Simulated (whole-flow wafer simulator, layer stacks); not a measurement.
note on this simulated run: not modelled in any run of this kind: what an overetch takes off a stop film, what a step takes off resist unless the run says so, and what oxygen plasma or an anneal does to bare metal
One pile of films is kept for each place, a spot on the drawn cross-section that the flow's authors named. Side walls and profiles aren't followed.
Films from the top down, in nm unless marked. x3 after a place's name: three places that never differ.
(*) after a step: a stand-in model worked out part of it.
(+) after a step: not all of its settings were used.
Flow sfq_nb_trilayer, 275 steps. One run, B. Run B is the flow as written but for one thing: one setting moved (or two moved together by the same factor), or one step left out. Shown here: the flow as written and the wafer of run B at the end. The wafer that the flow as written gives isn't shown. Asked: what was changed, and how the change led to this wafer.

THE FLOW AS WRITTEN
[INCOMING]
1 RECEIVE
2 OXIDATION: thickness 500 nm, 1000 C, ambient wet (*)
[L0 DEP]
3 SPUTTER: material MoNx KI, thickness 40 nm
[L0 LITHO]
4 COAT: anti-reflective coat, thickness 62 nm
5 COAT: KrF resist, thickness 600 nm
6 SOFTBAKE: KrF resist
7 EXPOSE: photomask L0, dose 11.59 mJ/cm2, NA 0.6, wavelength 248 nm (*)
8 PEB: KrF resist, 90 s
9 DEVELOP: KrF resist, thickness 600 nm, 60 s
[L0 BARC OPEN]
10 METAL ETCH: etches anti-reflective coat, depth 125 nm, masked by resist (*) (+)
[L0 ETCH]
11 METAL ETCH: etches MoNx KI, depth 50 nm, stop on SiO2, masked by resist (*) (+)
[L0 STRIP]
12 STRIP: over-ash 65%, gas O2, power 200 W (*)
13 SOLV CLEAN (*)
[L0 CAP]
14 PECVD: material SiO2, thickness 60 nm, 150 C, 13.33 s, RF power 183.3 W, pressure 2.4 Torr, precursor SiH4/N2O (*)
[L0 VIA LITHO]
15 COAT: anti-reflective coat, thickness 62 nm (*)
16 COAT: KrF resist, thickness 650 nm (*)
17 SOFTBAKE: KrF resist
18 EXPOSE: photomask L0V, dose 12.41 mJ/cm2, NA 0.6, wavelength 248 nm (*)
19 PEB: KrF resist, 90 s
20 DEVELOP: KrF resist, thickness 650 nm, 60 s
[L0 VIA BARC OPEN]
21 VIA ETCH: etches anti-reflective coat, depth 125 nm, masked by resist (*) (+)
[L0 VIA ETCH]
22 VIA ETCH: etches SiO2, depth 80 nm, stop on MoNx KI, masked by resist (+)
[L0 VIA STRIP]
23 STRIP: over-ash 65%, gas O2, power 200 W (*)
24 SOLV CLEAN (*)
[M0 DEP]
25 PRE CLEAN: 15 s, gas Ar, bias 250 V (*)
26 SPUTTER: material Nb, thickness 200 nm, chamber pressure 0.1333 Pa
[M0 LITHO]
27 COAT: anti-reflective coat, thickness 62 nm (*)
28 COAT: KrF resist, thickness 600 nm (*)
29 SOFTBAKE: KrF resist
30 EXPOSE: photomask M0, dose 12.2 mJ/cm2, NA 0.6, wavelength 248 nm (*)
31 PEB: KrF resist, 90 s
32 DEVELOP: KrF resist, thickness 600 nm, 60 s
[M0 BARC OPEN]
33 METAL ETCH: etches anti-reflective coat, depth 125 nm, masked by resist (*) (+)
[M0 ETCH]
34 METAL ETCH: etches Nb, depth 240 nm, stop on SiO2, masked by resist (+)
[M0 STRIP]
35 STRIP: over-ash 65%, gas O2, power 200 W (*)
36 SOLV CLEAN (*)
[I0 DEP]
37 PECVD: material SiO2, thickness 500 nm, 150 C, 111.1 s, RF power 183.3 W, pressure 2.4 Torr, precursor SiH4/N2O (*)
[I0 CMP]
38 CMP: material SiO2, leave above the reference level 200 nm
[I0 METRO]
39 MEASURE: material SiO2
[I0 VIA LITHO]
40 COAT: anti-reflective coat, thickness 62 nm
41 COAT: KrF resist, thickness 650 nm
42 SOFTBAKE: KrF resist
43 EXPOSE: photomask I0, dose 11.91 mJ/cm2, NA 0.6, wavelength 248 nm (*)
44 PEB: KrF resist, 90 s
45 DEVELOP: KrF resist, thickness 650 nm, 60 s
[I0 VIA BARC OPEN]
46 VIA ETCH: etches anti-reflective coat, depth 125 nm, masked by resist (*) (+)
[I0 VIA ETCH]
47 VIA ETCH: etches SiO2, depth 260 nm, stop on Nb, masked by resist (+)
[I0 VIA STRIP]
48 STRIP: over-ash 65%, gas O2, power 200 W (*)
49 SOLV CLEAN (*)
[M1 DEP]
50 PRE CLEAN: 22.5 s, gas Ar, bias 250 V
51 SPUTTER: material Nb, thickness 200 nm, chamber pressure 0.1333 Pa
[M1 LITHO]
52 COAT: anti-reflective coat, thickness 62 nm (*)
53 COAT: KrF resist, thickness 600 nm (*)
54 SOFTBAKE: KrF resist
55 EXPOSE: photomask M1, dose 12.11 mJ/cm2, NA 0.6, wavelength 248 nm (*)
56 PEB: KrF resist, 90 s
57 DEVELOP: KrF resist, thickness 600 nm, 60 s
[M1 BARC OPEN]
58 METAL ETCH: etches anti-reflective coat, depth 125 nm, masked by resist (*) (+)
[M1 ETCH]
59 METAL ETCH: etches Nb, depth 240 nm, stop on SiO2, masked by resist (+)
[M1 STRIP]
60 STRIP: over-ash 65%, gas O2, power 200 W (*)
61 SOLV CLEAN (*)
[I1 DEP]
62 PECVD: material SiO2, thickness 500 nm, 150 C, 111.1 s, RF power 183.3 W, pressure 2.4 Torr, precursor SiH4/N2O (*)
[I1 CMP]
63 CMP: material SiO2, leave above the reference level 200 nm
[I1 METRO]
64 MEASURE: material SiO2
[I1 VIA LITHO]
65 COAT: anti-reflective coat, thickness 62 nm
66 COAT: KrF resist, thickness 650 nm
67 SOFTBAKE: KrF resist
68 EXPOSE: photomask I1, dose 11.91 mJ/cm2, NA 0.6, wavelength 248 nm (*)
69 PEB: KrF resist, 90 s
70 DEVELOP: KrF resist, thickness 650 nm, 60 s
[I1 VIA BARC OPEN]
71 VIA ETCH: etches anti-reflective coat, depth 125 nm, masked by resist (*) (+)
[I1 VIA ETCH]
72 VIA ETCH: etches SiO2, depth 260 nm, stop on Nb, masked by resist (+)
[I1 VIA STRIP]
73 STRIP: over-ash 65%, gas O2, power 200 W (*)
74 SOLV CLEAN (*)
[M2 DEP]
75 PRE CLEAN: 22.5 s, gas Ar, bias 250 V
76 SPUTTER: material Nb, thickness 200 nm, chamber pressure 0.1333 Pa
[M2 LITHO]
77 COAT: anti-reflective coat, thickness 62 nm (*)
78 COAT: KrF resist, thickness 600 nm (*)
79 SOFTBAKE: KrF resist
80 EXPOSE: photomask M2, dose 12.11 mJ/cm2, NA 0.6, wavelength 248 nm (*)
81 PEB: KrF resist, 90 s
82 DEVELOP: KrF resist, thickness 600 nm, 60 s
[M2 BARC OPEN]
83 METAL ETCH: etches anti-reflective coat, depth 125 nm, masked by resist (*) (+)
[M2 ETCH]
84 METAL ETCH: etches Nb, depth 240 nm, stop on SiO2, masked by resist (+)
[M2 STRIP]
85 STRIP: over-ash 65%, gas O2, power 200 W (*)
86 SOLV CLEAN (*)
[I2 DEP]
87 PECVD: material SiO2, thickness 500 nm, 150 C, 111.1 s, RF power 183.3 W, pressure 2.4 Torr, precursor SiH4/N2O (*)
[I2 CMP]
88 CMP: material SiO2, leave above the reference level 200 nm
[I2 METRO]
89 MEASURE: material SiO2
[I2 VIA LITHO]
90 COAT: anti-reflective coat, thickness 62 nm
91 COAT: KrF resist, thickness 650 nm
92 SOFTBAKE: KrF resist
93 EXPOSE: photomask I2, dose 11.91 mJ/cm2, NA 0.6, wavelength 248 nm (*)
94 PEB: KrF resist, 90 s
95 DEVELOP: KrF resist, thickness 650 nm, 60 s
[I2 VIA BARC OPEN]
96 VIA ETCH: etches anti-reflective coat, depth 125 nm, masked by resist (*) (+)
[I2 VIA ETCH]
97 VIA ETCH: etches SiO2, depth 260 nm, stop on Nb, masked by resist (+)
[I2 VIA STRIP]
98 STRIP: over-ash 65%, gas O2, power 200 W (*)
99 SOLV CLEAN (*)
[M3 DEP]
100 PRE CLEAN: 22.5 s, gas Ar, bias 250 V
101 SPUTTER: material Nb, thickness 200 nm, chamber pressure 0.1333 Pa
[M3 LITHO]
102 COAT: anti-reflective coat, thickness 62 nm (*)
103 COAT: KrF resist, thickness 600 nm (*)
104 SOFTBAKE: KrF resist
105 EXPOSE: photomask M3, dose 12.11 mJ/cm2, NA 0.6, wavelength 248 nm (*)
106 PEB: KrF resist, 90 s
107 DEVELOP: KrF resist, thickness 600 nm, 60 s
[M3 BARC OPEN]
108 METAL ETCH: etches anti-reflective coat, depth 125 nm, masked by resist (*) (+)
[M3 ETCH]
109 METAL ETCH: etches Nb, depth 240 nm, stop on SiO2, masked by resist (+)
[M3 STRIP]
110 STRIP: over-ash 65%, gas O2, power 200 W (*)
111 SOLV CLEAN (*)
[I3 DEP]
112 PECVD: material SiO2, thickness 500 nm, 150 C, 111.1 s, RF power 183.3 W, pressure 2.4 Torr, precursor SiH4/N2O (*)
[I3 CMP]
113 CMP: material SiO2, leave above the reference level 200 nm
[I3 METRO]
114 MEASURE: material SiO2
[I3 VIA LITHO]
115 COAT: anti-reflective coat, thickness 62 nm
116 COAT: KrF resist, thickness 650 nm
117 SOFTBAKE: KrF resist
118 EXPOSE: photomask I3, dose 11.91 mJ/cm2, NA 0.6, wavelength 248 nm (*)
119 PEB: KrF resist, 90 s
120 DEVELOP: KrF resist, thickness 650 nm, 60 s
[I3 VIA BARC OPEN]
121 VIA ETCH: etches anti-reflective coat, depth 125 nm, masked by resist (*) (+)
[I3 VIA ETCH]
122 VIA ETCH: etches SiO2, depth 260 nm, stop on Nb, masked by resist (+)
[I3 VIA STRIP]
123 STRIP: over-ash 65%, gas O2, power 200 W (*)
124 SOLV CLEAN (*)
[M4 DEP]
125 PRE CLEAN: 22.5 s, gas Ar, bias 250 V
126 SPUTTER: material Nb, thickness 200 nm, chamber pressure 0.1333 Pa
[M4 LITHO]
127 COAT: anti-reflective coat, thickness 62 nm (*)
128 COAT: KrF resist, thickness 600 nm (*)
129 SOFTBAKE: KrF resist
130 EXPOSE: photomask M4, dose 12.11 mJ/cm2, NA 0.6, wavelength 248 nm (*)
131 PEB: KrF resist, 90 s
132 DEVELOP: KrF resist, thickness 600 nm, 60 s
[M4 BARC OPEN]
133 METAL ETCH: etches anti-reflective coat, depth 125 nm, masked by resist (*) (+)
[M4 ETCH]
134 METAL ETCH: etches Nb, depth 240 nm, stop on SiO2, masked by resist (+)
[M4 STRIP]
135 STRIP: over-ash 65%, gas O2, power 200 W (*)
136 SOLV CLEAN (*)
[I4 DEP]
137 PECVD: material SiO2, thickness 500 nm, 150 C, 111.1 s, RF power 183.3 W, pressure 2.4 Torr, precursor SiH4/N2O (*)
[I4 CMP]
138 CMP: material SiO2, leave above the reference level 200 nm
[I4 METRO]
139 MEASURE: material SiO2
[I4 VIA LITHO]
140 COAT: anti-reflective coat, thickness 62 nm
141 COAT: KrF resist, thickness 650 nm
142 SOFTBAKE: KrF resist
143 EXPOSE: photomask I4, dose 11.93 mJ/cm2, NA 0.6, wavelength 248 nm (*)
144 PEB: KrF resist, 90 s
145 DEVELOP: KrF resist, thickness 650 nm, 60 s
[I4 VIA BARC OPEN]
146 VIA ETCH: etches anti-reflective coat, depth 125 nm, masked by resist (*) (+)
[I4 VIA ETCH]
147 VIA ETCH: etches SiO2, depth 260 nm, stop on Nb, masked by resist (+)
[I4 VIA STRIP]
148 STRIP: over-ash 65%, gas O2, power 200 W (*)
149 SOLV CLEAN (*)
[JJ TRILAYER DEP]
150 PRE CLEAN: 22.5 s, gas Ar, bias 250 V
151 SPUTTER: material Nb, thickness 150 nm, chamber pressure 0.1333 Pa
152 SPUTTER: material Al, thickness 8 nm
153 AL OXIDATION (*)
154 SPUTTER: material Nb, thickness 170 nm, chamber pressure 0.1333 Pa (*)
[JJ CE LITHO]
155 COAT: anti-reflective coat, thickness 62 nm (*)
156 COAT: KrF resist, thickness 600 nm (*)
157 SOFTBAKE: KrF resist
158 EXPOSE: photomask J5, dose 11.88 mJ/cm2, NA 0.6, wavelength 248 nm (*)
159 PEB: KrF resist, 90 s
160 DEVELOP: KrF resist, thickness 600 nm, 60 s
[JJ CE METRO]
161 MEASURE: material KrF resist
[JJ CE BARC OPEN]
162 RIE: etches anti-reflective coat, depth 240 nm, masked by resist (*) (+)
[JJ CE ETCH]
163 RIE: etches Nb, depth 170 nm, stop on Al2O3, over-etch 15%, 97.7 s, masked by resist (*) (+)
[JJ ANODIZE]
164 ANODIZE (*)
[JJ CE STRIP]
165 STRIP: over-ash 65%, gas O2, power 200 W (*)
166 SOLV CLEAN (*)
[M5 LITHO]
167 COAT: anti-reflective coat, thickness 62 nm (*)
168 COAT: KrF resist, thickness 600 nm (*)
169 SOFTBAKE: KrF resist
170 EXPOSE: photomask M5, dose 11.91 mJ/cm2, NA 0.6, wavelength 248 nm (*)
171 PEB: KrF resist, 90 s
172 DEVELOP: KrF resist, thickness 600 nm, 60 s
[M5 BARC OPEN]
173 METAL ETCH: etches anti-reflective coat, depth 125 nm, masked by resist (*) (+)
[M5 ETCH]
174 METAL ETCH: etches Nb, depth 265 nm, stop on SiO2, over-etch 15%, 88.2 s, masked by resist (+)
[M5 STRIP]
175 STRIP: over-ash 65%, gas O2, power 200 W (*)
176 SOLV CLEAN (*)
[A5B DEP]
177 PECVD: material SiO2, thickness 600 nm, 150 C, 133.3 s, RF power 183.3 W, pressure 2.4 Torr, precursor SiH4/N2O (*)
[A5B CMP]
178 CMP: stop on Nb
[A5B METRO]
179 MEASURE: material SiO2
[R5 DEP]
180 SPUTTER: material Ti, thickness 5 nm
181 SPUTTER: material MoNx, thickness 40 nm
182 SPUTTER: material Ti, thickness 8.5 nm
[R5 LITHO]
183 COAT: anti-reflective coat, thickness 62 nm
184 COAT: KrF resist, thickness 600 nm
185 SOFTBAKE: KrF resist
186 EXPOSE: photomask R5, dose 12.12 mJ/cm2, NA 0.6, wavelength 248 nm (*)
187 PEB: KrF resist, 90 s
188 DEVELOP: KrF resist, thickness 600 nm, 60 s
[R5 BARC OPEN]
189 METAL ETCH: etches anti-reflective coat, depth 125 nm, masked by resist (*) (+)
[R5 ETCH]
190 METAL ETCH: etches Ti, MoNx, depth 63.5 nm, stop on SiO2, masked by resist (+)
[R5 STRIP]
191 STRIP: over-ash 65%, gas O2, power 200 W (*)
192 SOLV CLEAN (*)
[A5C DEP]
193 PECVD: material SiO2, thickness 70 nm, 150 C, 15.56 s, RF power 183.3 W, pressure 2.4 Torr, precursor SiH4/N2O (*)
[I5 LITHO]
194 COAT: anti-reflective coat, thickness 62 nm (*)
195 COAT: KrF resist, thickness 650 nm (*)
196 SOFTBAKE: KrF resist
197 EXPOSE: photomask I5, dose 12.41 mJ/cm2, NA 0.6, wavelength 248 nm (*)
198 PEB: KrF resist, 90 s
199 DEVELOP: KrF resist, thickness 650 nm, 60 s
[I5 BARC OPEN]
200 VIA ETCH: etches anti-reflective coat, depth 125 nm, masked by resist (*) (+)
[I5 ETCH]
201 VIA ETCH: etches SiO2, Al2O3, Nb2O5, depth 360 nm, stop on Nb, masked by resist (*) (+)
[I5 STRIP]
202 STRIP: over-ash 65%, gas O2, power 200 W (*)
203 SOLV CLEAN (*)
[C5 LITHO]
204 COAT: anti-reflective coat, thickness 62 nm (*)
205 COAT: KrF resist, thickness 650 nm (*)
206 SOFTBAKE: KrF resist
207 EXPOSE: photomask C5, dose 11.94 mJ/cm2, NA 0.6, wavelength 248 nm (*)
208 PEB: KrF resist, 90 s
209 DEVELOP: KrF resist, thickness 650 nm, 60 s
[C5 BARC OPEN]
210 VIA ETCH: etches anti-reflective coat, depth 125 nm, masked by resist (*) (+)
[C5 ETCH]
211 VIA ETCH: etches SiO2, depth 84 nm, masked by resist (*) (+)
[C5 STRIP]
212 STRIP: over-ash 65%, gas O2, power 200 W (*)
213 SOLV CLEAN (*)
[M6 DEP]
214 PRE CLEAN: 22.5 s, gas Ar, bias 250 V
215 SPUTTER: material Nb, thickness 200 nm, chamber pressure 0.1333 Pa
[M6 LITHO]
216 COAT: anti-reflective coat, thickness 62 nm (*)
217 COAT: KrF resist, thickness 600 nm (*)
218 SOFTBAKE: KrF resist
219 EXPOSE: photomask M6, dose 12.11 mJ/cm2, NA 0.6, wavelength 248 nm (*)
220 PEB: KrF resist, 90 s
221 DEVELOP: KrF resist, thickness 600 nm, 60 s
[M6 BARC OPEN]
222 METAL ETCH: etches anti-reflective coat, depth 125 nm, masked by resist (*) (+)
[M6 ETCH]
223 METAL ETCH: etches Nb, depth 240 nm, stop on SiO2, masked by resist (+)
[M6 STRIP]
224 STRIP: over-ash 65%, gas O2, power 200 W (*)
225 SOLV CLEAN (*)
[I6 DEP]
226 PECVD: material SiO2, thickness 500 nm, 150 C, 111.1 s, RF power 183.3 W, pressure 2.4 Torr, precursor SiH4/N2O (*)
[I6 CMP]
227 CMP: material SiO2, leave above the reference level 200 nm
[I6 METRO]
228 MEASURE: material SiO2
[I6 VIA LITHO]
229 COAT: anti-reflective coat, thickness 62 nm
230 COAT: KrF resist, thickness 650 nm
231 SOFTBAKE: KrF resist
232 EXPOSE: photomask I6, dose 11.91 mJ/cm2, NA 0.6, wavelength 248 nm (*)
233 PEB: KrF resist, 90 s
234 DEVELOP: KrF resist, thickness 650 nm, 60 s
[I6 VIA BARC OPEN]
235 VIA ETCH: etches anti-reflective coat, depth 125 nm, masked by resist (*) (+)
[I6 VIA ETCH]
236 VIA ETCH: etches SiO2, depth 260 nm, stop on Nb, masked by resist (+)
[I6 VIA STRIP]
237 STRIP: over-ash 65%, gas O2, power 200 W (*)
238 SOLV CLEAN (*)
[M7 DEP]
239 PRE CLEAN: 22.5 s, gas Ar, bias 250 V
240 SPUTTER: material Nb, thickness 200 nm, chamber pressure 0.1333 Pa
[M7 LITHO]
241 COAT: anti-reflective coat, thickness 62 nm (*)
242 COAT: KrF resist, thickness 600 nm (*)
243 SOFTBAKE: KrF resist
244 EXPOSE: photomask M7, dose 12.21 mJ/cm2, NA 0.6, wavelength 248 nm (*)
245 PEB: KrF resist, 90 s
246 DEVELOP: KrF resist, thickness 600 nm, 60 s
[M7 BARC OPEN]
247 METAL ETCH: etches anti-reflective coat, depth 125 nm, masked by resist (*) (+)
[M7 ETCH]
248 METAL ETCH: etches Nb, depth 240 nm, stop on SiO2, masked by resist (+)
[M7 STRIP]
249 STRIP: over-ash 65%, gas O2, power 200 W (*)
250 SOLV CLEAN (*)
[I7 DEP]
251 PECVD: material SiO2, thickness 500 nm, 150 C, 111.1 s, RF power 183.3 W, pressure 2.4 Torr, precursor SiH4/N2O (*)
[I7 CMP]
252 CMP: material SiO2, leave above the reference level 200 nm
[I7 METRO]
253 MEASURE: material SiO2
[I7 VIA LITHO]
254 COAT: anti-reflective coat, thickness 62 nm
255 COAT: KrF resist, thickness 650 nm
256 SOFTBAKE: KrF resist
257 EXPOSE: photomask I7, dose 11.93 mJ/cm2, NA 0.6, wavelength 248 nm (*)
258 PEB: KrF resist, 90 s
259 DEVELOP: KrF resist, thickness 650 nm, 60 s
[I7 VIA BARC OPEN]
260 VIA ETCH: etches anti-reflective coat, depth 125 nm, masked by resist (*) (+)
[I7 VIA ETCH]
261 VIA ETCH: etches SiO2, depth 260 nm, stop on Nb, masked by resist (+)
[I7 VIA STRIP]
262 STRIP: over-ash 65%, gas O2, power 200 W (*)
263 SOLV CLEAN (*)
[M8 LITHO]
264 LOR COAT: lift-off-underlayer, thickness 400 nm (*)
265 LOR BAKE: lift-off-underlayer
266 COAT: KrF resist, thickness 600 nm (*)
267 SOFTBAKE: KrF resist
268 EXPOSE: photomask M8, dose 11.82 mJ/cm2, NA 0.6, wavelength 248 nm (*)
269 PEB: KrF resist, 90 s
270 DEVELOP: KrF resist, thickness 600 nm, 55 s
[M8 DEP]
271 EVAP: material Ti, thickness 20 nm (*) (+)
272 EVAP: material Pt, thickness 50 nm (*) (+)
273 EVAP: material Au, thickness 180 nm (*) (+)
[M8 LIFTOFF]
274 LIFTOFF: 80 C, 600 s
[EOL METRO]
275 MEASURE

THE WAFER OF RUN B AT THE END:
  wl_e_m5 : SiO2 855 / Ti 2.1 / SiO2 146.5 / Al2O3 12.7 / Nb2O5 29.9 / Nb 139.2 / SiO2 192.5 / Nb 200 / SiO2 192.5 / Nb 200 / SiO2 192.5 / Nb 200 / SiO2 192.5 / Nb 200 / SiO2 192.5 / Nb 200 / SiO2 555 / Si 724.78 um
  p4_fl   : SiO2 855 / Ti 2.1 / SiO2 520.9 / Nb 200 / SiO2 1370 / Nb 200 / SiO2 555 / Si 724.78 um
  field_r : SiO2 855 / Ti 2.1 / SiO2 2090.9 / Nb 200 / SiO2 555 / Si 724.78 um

The cause: step 190, METAL ETCH: depth 51.4 nm was run, where the flow has depth 63.5 nm.

How the change led to this, step by step:
  190 METAL ETCH: etches Ti, MoNx, depth 63.5 nm, stop on SiO2, masked by resist (+)
      field_l, v_sur, via_wl and 92 more: Ti -8.5 (all of it), MoNx -40 (all of it), Ti -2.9 (as written it would be: Ti -8.5 (all of it), MoNx -40 (all of it), Ti -5 (all of it))
      ce_l, c5j, ce_r, wl_jj: Ti -8.5 (all of it), MoNx -40 (all of it), Ti -2.9 (as written it would be: Ti -8.5 (all of it), MoNx -40 (all of it), Ti -5 (all of it), Nb -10)
      (and at 7 more places)
  193 PECVD: material SiO2, thickness 70 nm, 150 C, 15.56 s, RF power 183.3 W, pressure 2.4 Torr, precursor SiH4/N2O (*)
      field_l, v_sur, via_wl and 92 more: SiO2 +70 (new film) (as written it would be: SiO2 +70)
  194 COAT: anti-reflective coat, thickness 62 nm (*)
      wl_j_sl, wl_j_sr: anti-reflective coat +62 (new film) (as written it would be: anti-reflective coat +60.2 (new film))
      jj_sur: anti-reflective coat +62.7 (new film) (as written it would be: anti-reflective coat +60.8 (new film))
      (and at 5 more places)
  201 VIA ETCH: etches SiO2, Al2O3, Nb2O5, depth 360 nm, stop on Nb, masked by resist (*) (+)
      be: SiO2 -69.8 (all of it), Ti -2.1 (all of it), SiO2 -146.5 (all of it), Al2O3 -12.7 (all of it), Nb2O5 -29.9 (all of it) (as written it would be: SiO2 -216.4 (all of it), Al2O3 -12.7 (all of it), Nb2O5 -29.9 (all of it))
  202 STRIP: over-ash 65%, gas O2, power 200 W (*)
      wl_j_sl, wl_j_sr: KrF resist -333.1 (all of it), anti-reflective coat -62 (all of it) (as written it would be: KrF resist -333.3 (all of it), anti-reflective coat -60.2 (all of it))
      jj_sur: KrF resist -336.7 (all of it), anti-reflective coat -62.7 (all of it) (as written it would be: KrF resist -337.2 (all of it), anti-reflective coat -60.8 (all of it))
      (and at 5 more places)
  204 COAT: anti-reflective coat, thickness 62 nm (*)
      wl_j_sl, wl_j_sr: anti-reflective coat +62 (new film) (as written it would be: anti-reflective coat +60.2 (new film))
      jj_sur: anti-reflective coat +61.3 (new film) (as written it would be: anti-reflective coat +59.5 (new film))
      (and at 5 more places)
  210 VIA ETCH: etches anti-reflective coat, depth 125 nm, masked by resist (*) (+)
      c5j: anti-reflective coat -61.3 (all of it), SiO2 -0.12 (as written it would be: anti-reflective coat -63.9 (all of it), SiO2 -0.11)
  211 VIA ETCH: etches SiO2, depth 84 nm, masked by resist (*) (+)
      c5j: SiO2 -69.9 (all of it) (as written it would be: SiO2 -69.9 (all of it), Nb -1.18)
  212 STRIP: over-ash 65%, gas O2, power 200 W (*)
      wl_j_sl, wl_j_sr: KrF resist -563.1 (all of it), anti-reflective coat -62 (all of it) (as written it would be: KrF resist -563.4 (all of it), anti-reflective coat -60.2 (all of it))
      jj_sur: KrF resist -561.4 (all of it), anti-reflective coat -61.3 (all of it) (as written it would be: KrF resist -562 (all of it), anti-reflective coat -59.5 (all of it))
      (and at 4 more places)
  214 PRE CLEAN: 22.5 s, gas Ar, bias 250 V
      c5j: Ti -2.1 (all of it), Nb -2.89 (as written it would be: Nb -6.45)
  216 COAT: anti-reflective coat, thickness 62 nm (*)
      wl_j_sl, wl_j_sr: anti-reflective coat +62 (new film) (as written it would be: anti-reflective coat +60.2 (new film))
      jj_sur: anti-reflective coat +58.5 (new film) (as written it would be: anti-reflective coat +56.1 (new film))
      (and at 5 more places)
  224 STRIP: over-ash 65%, gas O2, power 200 W (*)
      wl_j_sl, wl_j_sr: KrF resist -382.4 (all of it), anti-reflective coat -62 (all of it) (as written it would be: KrF resist -382.5 (all of it), anti-reflective coat -60.2 (all of it))
      jj_sur: KrF resist -377.9 (all of it), anti-reflective coat -58.5 (all of it) (as written it would be: KrF resist -378.5 (all of it), anti-reflective coat -56.1 (all of it))
      (and at 5 more places)
  227 CMP: material SiO2, leave above the reference level 200 nm
      ce_l, ce_r, wl_jj: SiO2 -300 (as written it would be: SiO2 -290)
      c5j: SiO2 -233 (as written it would be: SiO2 -223)
Counting metal films that touch as one body, wl_e_m5 has 7 bodies (between them, from the top down: SiO2 146.5 / Al2O3 12.7 / Nb2O5 29.9; SiO2 192.5; SiO2 192.5; SiO2 192.5; SiO2 192.5; SiO2 192.5); the flow as written gives 6 bodies (between them, from the top down: SiO2 192.5; SiO2 192.5; SiO2 192.5; SiO2 192.5; SiO2 192.5).
Counting metal films that touch as one body, p4_fl has 3 bodies (between them, from the top down: SiO2 520.9; SiO2 1370); the flow as written gives 2 bodies (between them, from the top down: SiO2 1370).
Counting metal films that touch as one body, field_r has 2 bodies (between them, from the top down: SiO2 2090.9); the flow as written gives 1 body.
